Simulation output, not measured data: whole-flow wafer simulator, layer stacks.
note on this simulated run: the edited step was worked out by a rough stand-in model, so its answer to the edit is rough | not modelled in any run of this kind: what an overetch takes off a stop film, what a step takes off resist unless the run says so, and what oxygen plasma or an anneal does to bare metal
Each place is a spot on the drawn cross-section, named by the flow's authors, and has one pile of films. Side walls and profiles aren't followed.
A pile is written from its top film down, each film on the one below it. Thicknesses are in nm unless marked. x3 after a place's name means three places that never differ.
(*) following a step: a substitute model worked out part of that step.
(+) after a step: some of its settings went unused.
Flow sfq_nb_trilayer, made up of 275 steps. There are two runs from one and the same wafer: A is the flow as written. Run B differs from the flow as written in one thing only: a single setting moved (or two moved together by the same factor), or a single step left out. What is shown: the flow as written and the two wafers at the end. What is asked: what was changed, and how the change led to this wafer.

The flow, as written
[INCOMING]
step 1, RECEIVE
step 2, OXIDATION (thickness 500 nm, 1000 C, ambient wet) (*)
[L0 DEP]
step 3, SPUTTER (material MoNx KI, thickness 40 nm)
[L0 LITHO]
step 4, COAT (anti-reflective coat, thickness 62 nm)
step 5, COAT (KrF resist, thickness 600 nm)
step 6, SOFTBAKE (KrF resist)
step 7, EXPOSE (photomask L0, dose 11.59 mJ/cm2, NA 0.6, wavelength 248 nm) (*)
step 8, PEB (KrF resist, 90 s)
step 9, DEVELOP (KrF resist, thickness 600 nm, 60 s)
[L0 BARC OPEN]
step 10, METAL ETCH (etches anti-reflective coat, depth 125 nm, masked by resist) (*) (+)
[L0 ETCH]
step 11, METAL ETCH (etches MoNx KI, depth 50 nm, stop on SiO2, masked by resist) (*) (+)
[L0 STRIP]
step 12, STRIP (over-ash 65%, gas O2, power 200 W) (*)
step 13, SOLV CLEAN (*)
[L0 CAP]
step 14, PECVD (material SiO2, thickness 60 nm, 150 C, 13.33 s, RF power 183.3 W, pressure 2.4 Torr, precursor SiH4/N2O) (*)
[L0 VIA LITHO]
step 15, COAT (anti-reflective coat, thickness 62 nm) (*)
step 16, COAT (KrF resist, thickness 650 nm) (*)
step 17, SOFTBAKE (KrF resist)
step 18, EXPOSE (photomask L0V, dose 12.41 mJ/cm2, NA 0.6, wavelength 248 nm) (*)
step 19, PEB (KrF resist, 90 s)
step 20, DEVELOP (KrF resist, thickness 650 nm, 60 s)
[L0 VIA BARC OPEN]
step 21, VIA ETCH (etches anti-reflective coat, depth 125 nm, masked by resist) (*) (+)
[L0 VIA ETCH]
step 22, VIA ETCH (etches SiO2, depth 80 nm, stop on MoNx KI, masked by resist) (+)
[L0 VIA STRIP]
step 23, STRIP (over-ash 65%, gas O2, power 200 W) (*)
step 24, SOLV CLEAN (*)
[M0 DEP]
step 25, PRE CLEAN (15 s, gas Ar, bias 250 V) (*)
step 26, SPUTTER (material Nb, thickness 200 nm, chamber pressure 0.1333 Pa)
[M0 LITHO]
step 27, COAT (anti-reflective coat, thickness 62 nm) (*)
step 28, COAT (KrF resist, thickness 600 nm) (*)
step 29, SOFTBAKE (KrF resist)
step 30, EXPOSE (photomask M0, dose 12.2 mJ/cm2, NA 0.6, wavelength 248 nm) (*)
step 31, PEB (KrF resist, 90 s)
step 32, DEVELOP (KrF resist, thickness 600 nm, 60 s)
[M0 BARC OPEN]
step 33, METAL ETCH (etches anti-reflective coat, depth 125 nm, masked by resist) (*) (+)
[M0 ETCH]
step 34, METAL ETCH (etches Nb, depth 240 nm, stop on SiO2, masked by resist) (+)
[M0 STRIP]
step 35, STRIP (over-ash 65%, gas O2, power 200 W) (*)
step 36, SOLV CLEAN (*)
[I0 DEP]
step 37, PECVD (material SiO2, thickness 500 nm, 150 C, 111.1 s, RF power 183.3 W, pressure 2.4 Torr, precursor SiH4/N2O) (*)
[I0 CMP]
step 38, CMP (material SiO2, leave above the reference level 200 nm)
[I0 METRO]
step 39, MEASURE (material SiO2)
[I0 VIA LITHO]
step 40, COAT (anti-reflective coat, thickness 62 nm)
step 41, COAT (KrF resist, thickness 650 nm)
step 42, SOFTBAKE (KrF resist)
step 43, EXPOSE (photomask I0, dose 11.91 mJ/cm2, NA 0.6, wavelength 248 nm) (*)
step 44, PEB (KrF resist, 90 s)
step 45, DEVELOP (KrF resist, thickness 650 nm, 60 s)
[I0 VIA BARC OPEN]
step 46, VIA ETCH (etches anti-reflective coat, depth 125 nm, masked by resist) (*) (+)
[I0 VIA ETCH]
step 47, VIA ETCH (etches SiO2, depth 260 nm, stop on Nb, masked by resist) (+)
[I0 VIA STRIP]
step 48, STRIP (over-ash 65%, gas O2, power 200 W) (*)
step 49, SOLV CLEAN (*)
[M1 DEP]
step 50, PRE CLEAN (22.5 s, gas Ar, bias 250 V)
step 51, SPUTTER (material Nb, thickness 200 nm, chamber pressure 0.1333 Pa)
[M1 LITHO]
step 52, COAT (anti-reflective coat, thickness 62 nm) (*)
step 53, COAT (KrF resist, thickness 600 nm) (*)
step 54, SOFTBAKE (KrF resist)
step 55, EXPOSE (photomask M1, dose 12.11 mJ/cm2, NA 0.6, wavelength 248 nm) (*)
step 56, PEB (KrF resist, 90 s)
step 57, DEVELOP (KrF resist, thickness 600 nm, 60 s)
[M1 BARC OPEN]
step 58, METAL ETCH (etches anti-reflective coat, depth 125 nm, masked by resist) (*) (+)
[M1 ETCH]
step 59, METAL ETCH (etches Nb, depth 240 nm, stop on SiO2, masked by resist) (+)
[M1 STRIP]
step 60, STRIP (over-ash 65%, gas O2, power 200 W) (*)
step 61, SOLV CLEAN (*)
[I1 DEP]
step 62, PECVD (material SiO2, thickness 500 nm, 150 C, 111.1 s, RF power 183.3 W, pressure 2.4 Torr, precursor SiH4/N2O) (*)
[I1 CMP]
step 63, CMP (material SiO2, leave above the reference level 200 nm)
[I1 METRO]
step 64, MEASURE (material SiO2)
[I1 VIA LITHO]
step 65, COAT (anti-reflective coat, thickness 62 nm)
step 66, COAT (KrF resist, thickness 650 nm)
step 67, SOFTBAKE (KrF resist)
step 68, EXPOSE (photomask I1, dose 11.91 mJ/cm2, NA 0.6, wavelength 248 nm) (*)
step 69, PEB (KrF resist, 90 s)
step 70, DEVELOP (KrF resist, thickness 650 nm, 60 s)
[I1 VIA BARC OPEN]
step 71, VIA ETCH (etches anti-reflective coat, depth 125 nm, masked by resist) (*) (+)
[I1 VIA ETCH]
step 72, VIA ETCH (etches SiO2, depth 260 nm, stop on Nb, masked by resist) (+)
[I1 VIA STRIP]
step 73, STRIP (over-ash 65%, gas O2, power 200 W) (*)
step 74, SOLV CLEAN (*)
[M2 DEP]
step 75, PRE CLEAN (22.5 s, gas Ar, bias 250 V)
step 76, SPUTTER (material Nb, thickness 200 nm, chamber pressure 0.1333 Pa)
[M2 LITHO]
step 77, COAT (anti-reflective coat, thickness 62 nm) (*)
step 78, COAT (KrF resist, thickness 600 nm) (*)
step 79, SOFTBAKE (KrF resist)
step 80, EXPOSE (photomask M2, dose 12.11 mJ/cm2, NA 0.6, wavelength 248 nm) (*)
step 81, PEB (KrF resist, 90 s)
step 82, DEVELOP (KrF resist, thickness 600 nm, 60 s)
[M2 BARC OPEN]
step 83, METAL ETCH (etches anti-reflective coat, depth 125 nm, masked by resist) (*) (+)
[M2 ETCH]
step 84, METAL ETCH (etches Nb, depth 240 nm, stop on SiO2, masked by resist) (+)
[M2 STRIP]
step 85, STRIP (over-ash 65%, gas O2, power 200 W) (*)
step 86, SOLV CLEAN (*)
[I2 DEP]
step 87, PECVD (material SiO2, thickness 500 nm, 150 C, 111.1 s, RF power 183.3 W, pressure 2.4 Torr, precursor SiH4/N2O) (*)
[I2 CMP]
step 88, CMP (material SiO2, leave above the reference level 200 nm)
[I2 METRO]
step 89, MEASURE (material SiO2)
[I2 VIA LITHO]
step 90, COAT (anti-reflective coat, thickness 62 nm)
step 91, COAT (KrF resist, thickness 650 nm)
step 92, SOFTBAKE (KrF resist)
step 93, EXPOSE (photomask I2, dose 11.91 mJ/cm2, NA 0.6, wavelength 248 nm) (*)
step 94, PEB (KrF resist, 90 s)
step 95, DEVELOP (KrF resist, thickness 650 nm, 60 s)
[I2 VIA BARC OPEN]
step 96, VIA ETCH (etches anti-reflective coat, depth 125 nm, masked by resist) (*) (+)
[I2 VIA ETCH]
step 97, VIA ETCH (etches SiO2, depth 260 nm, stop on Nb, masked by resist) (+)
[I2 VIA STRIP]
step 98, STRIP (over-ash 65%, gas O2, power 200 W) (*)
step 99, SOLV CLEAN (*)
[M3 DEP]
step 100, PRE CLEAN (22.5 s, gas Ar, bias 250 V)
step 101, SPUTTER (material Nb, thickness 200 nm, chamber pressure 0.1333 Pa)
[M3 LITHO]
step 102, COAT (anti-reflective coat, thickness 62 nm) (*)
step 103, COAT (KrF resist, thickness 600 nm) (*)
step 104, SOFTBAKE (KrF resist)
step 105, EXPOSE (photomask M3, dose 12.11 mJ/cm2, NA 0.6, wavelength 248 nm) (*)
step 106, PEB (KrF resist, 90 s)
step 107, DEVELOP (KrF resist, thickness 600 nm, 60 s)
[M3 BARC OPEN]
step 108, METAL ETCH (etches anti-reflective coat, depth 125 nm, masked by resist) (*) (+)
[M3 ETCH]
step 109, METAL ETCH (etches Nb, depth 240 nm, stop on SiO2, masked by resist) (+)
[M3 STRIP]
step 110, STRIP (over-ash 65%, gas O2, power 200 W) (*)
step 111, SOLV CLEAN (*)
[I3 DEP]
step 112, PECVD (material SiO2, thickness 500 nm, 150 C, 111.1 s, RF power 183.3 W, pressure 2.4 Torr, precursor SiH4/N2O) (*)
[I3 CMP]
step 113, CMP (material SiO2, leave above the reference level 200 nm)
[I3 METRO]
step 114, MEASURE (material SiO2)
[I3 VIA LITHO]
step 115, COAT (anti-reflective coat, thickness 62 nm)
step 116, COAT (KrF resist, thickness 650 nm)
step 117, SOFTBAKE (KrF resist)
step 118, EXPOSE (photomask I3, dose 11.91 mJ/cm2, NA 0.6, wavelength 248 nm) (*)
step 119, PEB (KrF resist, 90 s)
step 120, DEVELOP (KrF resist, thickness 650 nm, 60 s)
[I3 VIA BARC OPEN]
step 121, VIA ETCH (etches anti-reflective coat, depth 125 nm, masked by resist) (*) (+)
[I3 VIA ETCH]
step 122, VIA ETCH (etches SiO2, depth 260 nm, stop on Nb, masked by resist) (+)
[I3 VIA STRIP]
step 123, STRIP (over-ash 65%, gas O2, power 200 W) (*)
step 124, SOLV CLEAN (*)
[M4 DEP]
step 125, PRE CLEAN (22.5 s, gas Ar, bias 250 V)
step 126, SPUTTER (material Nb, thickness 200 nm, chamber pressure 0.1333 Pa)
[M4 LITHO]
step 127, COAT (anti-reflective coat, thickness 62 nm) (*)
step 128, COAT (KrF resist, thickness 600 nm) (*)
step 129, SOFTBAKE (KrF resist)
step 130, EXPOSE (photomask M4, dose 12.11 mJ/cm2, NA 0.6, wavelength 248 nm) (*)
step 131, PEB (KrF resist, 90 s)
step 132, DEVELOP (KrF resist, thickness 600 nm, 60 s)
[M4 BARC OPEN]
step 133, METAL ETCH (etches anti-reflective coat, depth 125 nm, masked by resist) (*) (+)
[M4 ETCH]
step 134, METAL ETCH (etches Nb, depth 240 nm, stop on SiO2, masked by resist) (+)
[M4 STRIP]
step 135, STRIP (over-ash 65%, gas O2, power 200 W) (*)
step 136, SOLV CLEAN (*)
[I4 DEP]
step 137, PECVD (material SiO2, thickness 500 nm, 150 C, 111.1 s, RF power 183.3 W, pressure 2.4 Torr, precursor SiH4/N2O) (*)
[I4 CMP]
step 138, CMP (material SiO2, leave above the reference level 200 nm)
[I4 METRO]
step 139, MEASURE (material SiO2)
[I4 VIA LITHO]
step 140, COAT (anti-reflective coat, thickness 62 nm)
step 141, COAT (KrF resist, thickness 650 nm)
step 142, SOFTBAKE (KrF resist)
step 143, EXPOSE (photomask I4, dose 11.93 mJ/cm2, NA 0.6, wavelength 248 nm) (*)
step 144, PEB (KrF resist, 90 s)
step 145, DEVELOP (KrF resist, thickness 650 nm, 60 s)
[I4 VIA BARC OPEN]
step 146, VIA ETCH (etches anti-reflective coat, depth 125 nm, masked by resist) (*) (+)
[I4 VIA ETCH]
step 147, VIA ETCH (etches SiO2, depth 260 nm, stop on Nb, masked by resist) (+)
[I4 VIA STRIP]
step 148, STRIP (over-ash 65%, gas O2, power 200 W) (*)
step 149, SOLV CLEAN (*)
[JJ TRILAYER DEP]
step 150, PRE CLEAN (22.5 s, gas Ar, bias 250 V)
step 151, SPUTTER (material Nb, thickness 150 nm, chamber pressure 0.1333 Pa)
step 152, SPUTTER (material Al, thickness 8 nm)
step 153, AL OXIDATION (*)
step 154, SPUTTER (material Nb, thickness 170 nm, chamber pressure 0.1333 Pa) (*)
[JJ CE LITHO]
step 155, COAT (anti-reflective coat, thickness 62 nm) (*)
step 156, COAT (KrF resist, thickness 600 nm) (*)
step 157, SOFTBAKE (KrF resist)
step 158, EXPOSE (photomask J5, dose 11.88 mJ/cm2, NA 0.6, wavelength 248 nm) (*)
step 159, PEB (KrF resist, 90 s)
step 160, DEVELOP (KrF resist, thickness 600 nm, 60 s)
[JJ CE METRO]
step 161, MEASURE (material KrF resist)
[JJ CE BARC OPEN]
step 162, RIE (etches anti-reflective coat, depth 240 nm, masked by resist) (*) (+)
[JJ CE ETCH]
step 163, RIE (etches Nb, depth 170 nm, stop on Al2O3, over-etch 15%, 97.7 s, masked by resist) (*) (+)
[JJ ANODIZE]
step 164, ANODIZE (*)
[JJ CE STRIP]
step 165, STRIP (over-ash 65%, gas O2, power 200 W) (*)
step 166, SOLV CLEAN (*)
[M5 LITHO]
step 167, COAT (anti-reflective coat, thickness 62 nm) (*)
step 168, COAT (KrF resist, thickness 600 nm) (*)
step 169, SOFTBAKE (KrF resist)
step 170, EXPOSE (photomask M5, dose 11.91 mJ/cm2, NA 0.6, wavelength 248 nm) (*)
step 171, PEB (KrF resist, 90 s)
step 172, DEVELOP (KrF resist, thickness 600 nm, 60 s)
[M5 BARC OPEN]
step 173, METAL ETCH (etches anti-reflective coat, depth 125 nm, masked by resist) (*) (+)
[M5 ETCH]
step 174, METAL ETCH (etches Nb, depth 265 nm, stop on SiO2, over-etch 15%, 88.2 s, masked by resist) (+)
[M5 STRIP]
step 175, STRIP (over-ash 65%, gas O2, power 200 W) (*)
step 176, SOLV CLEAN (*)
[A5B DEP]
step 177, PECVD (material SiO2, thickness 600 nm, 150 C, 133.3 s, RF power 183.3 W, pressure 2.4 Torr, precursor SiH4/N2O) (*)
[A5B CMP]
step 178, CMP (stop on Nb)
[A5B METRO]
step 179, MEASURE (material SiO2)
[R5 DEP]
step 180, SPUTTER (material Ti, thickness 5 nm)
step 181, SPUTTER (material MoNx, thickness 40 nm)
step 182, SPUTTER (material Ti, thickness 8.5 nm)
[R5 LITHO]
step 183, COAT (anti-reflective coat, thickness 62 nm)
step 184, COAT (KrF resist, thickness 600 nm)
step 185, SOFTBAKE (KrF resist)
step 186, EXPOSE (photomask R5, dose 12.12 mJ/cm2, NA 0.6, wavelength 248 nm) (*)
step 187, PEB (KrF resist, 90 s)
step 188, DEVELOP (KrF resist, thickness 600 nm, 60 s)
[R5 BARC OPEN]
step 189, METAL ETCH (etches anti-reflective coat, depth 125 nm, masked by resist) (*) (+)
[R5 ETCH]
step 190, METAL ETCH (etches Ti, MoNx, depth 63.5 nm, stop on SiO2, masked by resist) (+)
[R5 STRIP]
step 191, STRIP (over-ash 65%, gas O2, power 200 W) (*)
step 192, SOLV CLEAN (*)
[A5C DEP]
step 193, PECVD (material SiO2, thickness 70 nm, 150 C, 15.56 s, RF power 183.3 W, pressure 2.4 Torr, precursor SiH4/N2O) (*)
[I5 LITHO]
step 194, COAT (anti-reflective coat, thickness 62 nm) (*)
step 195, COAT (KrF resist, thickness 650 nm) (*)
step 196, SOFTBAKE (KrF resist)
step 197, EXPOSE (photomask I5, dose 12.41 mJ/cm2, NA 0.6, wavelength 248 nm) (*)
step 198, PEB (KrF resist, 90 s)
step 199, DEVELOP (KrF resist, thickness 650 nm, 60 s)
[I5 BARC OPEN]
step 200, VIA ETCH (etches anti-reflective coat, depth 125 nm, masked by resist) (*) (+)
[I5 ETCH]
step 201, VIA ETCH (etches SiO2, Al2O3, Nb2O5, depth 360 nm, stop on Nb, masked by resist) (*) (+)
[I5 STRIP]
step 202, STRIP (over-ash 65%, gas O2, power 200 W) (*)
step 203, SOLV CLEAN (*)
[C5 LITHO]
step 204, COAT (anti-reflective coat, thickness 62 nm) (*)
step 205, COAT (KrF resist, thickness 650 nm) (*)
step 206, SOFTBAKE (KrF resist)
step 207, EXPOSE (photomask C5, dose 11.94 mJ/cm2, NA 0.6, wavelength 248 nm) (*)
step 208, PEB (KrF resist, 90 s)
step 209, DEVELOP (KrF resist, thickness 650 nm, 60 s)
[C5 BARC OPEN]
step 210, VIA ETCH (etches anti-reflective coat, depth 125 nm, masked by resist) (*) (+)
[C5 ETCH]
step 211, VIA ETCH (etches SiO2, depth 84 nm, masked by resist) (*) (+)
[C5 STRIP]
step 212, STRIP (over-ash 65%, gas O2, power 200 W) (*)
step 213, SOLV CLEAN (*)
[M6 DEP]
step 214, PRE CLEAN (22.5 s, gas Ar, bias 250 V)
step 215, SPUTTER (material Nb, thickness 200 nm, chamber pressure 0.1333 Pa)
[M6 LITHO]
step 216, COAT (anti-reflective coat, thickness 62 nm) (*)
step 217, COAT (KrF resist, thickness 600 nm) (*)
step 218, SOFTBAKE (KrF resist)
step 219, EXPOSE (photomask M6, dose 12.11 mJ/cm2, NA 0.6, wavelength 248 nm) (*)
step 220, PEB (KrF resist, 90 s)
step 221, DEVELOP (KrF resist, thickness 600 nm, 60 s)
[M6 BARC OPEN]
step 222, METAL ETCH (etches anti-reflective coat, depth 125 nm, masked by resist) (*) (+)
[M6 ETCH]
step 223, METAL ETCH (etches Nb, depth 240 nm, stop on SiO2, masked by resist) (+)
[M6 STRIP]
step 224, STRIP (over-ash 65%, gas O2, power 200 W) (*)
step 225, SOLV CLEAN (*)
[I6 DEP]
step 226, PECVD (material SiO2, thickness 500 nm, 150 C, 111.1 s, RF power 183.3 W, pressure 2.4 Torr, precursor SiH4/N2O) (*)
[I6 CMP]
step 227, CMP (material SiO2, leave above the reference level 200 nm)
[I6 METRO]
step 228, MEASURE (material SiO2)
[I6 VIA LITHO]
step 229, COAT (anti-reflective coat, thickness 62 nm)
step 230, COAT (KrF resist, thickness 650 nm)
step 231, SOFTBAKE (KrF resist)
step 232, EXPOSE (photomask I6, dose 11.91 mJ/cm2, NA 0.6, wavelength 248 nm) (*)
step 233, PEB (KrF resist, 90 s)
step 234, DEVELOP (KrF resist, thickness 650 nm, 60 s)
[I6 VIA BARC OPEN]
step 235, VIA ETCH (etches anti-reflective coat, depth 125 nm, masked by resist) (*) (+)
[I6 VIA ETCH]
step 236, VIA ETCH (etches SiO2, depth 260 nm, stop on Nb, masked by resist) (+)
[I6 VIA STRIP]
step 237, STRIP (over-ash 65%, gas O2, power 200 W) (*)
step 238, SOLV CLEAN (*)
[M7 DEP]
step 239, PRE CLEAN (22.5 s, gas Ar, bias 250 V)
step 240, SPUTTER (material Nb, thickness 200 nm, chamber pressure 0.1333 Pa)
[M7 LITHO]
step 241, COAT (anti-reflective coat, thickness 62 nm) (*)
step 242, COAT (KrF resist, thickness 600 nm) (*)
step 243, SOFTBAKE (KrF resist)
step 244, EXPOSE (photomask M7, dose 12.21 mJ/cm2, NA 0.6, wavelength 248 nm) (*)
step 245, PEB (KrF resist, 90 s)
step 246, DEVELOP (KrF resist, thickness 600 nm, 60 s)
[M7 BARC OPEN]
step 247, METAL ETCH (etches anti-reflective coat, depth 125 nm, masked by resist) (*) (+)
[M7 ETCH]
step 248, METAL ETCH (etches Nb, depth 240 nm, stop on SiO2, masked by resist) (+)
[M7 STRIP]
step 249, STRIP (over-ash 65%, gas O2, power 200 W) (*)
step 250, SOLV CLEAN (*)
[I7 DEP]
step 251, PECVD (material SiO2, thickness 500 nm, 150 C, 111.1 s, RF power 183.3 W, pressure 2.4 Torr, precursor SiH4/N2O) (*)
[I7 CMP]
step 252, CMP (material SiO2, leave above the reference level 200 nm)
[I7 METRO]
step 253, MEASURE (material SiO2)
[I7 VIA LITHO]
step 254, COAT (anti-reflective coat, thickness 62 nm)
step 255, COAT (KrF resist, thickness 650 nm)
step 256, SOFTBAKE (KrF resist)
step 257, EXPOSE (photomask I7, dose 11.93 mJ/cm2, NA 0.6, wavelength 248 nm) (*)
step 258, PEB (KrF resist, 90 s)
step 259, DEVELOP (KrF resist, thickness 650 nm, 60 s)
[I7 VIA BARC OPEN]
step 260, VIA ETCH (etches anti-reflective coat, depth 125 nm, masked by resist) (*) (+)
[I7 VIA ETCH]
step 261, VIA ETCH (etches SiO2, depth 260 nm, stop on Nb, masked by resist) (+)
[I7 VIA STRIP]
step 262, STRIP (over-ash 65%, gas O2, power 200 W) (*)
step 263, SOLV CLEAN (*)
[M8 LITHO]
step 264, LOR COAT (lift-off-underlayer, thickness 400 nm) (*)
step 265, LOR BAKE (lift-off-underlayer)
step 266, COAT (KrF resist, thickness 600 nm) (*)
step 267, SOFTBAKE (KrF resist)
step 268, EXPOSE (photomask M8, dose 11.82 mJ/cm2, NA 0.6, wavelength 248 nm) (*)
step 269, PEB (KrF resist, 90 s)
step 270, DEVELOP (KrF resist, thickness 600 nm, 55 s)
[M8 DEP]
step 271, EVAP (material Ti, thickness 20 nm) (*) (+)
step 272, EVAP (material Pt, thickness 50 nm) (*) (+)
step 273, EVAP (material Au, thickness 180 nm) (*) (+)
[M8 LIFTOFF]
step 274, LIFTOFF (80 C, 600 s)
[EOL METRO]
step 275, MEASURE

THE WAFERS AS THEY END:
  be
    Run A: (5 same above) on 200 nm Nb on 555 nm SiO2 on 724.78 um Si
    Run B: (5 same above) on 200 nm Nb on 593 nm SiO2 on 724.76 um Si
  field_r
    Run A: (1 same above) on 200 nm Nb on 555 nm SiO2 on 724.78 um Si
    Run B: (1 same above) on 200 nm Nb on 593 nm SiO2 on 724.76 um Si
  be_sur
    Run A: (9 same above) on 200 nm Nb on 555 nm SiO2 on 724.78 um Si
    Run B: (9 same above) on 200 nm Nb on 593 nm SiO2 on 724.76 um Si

What caused this: step 2, OXIDATION: thickness 538 nm was run, while the flow as written has thickness 500 nm.

How this came from the change, step by step:
  step 2, OXIDATION (thickness 500 nm, 1000 C, ambient wet) (*)
      field_l, v_sur, via_wl and 103 more: A SiO2 gains 500 (new film), chemical SiO2 loses 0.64 (all of it), Si loses 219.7 | B SiO2 gains 538 (new film), chemical SiO2 loses 0.64 (all of it), Si loses 236.4
